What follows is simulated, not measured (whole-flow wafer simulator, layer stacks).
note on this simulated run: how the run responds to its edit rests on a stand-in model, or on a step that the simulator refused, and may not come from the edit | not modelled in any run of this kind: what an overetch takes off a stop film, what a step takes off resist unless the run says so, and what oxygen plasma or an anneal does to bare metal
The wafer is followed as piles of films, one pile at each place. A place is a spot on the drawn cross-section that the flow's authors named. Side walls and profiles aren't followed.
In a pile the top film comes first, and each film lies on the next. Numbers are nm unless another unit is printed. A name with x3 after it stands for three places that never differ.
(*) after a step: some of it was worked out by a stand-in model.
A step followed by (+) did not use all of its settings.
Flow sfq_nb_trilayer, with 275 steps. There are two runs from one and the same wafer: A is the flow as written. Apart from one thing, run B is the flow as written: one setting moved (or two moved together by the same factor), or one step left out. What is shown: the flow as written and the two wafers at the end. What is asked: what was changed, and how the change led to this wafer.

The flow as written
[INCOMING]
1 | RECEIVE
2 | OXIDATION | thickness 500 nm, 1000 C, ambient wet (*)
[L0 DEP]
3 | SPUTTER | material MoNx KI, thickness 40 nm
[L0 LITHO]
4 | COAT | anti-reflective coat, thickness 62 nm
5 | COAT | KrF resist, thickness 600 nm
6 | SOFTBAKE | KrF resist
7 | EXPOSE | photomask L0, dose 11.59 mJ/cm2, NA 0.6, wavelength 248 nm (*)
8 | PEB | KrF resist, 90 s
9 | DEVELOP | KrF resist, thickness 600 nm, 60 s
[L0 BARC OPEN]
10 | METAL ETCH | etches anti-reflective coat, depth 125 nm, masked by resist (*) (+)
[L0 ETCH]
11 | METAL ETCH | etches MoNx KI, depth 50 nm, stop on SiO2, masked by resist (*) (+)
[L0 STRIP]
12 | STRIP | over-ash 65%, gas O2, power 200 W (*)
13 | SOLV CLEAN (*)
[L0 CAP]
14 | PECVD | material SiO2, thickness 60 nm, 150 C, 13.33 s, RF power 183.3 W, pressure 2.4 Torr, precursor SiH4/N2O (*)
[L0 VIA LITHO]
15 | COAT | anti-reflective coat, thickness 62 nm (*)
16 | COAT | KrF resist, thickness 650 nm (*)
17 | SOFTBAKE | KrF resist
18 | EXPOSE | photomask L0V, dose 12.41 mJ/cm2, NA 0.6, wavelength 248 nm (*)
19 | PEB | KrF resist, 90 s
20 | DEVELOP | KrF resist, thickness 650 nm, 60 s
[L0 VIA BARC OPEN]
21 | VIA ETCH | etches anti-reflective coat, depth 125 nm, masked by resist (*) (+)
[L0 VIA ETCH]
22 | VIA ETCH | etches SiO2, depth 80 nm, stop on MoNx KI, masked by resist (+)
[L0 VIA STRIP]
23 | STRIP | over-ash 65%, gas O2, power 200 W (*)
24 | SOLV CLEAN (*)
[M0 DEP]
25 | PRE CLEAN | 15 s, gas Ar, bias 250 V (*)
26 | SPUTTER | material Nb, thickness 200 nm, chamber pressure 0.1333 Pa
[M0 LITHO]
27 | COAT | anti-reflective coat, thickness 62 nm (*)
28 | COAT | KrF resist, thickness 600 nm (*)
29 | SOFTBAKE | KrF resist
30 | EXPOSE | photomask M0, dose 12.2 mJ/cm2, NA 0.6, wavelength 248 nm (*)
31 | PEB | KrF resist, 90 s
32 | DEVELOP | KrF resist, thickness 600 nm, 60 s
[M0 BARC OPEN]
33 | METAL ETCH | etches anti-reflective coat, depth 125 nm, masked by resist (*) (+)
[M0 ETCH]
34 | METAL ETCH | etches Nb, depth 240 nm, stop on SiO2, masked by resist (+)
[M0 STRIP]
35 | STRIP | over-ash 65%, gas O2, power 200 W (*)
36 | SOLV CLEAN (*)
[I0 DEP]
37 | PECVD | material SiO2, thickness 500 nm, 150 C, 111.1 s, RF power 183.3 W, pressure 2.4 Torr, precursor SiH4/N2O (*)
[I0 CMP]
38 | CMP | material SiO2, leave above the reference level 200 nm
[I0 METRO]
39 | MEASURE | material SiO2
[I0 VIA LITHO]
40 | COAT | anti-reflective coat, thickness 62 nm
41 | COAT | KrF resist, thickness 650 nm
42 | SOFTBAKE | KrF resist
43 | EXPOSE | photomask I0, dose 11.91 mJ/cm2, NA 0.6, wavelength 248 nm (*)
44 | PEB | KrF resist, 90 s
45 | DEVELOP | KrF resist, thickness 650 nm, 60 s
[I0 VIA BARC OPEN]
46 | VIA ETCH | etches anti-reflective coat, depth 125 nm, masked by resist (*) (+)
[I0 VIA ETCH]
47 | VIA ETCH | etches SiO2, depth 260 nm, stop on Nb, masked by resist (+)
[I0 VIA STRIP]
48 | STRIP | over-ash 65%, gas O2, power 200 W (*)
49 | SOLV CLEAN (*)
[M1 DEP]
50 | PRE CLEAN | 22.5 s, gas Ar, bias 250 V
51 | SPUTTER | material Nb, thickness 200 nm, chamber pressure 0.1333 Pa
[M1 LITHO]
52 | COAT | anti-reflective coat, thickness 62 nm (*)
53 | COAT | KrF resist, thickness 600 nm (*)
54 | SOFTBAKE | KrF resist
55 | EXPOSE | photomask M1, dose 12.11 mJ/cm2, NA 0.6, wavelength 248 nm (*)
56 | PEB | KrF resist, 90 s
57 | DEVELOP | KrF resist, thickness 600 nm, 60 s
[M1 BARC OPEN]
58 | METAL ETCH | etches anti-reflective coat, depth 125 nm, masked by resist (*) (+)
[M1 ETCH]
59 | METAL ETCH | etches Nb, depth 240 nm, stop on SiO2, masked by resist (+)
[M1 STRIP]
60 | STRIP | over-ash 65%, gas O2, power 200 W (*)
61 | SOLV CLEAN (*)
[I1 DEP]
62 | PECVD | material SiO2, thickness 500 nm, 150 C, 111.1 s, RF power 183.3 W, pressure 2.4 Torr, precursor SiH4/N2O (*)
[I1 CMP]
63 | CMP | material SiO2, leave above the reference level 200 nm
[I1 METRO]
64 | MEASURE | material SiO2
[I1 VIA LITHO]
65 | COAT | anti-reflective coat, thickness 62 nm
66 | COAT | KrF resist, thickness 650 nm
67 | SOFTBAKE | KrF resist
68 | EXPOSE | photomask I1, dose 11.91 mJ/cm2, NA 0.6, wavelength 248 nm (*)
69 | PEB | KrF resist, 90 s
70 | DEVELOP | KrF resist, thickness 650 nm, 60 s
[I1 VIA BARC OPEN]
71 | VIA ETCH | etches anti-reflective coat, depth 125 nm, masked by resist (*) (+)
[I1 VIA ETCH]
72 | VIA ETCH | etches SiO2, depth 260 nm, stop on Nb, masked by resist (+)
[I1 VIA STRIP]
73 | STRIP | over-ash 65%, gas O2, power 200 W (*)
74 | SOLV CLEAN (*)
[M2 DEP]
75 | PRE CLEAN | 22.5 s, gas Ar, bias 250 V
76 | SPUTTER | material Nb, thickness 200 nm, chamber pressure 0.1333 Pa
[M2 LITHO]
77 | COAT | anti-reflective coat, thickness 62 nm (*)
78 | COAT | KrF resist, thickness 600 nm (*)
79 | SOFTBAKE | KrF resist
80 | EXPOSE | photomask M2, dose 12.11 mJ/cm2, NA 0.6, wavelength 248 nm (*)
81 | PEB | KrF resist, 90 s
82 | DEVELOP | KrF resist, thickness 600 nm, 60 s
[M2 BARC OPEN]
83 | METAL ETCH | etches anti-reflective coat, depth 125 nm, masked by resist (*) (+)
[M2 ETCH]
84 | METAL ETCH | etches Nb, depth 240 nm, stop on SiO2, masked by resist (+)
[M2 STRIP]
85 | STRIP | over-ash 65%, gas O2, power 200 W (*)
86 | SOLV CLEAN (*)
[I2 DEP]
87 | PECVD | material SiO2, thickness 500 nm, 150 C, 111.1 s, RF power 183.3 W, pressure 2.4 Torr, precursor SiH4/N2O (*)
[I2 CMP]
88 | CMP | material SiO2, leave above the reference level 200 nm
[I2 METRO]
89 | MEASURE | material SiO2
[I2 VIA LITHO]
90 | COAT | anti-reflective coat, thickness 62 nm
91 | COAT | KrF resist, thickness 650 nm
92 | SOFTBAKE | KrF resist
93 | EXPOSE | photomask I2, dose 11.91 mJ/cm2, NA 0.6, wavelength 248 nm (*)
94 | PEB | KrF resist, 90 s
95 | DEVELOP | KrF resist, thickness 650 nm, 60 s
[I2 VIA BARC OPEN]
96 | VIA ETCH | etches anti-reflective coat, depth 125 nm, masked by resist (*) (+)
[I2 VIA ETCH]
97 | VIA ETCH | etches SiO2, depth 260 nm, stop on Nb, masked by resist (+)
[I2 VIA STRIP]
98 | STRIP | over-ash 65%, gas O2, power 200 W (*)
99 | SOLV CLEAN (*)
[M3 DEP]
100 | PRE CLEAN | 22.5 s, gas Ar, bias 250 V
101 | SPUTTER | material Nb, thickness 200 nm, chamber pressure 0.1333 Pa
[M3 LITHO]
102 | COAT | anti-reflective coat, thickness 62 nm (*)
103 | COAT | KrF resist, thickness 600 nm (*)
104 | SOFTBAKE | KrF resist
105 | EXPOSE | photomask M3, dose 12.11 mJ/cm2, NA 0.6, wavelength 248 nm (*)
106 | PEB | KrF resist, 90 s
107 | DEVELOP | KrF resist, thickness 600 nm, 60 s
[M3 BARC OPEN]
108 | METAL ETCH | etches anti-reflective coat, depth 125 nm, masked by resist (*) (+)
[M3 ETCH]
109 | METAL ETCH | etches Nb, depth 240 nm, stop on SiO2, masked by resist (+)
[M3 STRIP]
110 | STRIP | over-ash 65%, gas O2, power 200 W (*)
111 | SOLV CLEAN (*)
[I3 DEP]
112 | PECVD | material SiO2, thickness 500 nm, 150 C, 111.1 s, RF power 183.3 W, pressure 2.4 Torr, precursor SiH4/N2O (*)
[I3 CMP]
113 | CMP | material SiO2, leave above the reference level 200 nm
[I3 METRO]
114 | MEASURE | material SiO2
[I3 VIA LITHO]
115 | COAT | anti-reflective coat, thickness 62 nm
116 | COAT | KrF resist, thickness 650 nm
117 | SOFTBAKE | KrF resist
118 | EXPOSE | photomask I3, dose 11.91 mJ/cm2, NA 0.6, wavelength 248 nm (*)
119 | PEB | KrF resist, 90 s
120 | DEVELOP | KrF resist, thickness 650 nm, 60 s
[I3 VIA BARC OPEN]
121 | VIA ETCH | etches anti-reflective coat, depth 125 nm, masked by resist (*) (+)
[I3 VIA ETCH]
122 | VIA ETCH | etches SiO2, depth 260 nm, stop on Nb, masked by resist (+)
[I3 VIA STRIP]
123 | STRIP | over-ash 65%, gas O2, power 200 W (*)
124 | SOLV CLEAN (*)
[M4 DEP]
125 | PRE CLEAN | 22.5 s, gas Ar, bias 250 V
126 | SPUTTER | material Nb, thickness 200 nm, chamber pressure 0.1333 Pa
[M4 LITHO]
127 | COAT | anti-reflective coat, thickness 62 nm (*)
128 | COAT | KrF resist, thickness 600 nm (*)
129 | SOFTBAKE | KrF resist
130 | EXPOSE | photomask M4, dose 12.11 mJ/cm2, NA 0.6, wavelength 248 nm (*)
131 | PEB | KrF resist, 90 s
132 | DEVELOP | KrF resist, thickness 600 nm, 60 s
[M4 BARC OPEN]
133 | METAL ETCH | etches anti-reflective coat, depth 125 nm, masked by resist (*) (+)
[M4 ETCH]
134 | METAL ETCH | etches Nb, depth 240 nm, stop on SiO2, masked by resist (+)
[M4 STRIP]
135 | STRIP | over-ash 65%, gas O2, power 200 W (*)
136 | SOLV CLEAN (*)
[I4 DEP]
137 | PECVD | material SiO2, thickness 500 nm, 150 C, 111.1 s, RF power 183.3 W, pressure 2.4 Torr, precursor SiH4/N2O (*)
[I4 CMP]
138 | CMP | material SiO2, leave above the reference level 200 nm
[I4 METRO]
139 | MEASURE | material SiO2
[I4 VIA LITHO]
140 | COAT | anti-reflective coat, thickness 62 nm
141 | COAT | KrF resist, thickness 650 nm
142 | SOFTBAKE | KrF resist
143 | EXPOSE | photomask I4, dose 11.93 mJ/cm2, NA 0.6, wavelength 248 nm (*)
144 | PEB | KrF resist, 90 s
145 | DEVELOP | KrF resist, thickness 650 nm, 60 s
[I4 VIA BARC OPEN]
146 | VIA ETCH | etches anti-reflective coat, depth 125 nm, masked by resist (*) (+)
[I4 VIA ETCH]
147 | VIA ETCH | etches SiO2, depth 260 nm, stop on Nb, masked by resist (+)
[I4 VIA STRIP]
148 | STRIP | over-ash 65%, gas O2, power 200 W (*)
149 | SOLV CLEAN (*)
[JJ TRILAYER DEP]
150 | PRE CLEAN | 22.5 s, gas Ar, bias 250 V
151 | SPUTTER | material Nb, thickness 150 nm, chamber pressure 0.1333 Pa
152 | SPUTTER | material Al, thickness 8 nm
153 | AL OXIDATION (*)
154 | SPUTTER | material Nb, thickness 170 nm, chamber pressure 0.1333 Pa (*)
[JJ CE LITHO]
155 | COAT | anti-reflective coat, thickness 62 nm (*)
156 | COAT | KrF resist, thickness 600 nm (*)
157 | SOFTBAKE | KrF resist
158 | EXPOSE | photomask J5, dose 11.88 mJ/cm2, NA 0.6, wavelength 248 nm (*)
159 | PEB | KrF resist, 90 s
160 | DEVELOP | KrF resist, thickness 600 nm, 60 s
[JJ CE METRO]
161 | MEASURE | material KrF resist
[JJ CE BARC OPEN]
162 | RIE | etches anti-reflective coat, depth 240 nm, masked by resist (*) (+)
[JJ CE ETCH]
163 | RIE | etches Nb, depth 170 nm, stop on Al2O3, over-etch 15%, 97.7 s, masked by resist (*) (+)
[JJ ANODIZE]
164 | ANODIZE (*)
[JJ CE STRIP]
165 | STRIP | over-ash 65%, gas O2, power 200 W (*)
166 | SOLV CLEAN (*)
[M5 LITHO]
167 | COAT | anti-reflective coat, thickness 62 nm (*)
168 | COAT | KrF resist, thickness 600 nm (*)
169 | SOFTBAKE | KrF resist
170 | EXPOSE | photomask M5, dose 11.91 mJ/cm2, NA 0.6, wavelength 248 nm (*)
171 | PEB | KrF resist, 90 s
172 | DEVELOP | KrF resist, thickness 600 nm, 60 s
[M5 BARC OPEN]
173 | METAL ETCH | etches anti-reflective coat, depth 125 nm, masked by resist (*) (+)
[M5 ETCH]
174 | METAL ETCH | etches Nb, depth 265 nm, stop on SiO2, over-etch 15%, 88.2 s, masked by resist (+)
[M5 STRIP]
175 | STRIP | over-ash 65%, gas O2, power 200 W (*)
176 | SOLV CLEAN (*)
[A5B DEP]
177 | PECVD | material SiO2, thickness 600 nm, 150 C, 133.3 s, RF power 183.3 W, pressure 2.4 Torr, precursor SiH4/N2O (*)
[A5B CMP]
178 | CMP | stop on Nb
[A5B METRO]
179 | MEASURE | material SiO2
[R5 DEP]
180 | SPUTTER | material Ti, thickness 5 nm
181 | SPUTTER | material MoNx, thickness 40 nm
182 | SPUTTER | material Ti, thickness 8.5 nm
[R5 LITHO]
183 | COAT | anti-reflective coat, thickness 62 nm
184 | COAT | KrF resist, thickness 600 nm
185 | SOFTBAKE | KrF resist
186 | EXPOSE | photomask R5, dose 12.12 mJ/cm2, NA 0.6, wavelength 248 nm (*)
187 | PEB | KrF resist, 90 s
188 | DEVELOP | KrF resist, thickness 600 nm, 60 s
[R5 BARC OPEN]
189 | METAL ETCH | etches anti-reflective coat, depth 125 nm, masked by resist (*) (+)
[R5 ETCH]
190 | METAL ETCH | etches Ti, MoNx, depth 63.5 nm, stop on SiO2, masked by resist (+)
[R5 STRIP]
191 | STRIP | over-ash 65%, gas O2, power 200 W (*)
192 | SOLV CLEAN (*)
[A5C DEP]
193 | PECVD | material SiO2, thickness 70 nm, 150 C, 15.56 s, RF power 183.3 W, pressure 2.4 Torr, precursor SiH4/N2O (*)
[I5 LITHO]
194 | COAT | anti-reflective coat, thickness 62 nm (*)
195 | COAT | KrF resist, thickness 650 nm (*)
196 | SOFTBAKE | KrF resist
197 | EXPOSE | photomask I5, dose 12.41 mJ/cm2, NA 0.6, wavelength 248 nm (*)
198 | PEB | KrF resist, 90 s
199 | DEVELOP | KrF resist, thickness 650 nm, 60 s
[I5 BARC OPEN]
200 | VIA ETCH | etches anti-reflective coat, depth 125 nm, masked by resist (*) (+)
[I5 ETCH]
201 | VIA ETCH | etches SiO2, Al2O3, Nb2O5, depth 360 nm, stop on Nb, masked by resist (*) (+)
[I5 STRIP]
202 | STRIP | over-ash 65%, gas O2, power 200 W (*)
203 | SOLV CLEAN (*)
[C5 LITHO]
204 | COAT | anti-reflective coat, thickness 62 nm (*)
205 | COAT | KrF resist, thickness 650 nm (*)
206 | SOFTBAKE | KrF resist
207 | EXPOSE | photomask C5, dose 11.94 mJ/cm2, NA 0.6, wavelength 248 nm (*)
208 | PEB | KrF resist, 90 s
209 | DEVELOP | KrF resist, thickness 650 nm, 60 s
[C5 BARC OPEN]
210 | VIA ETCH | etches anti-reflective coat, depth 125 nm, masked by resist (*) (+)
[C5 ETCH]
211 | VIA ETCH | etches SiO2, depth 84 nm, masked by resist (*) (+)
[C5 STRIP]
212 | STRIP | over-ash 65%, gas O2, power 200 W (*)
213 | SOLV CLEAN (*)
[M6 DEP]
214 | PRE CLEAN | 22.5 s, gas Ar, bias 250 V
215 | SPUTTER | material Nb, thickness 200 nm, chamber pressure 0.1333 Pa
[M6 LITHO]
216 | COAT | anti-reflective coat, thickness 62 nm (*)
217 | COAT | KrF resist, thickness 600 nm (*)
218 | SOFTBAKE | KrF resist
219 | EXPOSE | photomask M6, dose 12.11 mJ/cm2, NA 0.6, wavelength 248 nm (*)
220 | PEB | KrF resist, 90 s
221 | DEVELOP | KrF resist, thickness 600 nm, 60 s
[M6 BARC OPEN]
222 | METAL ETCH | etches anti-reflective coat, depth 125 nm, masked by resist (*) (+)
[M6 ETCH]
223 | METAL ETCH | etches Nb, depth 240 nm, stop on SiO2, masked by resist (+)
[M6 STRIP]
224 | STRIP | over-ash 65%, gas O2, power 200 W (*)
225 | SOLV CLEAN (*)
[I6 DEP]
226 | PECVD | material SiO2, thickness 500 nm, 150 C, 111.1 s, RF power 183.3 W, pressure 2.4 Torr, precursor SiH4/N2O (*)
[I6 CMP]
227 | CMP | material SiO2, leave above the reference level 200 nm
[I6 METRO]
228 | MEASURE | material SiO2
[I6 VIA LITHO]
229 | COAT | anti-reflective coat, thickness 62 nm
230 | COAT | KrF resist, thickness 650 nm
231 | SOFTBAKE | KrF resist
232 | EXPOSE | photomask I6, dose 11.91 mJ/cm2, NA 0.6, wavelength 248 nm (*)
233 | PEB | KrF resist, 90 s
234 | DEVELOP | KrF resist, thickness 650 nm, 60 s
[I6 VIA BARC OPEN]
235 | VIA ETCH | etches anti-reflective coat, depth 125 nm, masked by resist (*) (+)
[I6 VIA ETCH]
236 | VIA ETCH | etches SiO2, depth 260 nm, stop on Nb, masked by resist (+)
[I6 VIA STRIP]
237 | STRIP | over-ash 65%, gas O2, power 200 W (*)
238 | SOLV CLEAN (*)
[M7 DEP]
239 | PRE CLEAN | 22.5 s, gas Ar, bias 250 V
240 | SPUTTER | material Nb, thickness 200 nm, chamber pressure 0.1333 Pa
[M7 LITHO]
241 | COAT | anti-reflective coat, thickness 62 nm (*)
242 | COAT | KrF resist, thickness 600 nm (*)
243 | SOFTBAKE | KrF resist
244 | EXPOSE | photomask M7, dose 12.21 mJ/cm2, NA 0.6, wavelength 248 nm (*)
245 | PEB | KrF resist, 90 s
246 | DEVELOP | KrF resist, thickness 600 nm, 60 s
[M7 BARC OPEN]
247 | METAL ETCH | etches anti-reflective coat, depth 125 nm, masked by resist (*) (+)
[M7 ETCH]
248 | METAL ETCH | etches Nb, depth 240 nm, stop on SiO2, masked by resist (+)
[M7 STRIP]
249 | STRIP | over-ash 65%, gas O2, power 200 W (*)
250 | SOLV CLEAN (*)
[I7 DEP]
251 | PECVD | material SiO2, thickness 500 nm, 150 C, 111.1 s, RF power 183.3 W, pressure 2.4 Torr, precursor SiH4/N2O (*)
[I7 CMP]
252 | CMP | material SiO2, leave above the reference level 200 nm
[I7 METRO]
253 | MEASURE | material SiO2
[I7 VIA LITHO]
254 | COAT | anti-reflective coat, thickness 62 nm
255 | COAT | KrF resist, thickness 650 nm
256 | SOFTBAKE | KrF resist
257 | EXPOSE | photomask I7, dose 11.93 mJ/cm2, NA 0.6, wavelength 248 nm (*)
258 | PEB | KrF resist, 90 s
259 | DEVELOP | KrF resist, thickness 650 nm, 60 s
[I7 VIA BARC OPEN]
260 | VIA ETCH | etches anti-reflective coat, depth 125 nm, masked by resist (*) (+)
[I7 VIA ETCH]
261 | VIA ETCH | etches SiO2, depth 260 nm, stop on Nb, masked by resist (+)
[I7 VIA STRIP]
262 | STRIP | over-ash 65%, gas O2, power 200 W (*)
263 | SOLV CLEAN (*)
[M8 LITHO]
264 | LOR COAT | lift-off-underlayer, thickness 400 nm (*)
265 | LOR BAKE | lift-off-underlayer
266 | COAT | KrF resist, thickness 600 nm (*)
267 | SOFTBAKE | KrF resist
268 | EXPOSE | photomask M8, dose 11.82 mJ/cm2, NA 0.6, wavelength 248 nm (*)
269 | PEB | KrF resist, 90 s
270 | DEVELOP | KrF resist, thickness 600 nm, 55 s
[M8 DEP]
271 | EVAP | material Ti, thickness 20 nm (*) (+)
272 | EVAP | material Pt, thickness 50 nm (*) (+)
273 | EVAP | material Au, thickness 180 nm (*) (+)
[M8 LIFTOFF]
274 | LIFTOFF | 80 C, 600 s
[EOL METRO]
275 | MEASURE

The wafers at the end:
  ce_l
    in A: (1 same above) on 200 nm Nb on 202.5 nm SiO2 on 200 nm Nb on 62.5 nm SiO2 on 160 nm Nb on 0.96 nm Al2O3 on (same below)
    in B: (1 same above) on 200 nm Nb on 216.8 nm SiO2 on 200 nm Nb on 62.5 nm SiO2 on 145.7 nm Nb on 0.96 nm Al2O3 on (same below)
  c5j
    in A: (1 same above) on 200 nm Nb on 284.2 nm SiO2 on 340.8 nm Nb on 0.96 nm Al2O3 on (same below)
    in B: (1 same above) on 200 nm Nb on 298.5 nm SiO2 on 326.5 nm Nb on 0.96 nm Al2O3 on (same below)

Cause: step 190, METAL ETCH: depth 77.8 nm was run, while the flow as written has depth 63.5 nm.

Step by step, how the change led to this:
  190 | METAL ETCH | etches Ti, MoNx, depth 63.5 nm, stop on SiO2, masked by resist (+)
      be_r, r_sur, res, r_end, r5r_line_l, r5r_line_c, r5r_line_r: A -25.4 KrF resist | B -31.1 KrF resist
      ce_l, c5j, ce_r, wl_jj: A -8.5 Ti (all of it), -40 MoNx (all of it), -5 Ti (all of it), -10 Nb | B -8.5 Ti (all of it), -40 MoNx (all of it), -5 Ti (all of it), -24.3 Nb
  194 | COAT | anti-reflective coat, thickness 62 nm (*)
      wl_j_sl, wl_j_sr: A +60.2 anti-reflective coat (new film) | B +57.8 anti-reflective coat (new film)
      jj_sur: A +60.8 anti-reflective coat (new film) | B +58.4 anti-reflective coat (new film)
      (and at 5 other places as well)
  202 | STRIP | over-ash 65%, gas O2, power 200 W (*)
      wl_j_sl, wl_j_sr: A -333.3 KrF resist (all of it), -60.2 anti-reflective coat (all of it) | B -333.4 KrF resist (all of it), -57.8 anti-reflective coat (all of it)
      jj_sur: A -337.2 KrF resist (all of it), -60.8 anti-reflective coat (all of it) | B -337.4 KrF resist (all of it), -58.4 anti-reflective coat (all of it)
      (and at 5 other places as well)
  204 | COAT | anti-reflective coat, thickness 62 nm (*)
      wl_j_sl, wl_j_sr: A +60.2 anti-reflective coat (new film) | B +57.8 anti-reflective coat (new film)
      jj_sur: A +59.5 anti-reflective coat (new film) | B +57.1 anti-reflective coat (new film)
      (and at 5 other places as well)
  210 | VIA ETCH | etches anti-reflective coat, depth 125 nm, masked by resist (*) (+)
      c5j: A -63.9 anti-reflective coat (all of it), -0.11 SiO2 | B -67.9 anti-reflective coat (all of it), -0.09 SiO2
  212 | STRIP | over-ash 65%, gas O2, power 200 W (*)
      wl_j_sl, wl_j_sr: A -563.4 KrF resist (all of it), -60.2 anti-reflective coat (all of it) | B -563.5 KrF resist (all of it), -57.8 anti-reflective coat (all of it)
      jj_sur: A -562 KrF resist (all of it), -59.5 anti-reflective coat (all of it) | B -562.3 KrF resist (all of it), -57.1 anti-reflective coat (all of it)
      (and at 4 other places as well)
  216 | COAT | anti-reflective coat, thickness 62 nm (*)
      wl_j_sl, wl_j_sr: A +60.2 anti-reflective coat (new film) | B +57.9 anti-reflective coat (new film)
      jj_sur: A +56.1 anti-reflective coat (new film) | B +53.5 anti-reflective coat (new film)
      (and at 5 other places as well)
  224 | STRIP | over-ash 65%, gas O2, power 200 W (*)
      wl_j_sl, wl_j_sr: A -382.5 KrF resist (all of it), -60.2 anti-reflective coat (all of it) | B -382.5 KrF resist (all of it), -57.9 anti-reflective coat (all of it)
      jj_sur: A -378.5 KrF resist (all of it), -56.1 anti-reflective coat (all of it) | B -378.8 KrF resist (all of it), -53.5 anti-reflective coat (all of it)
      (and at 5 other places as well)
  227 | CMP | material SiO2, leave above the reference level 200 nm
      ce_l, ce_r, wl_jj: A -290 SiO2 | B -275.7 SiO2
      c5j: A -223 SiO2 | B -208.7 SiO2
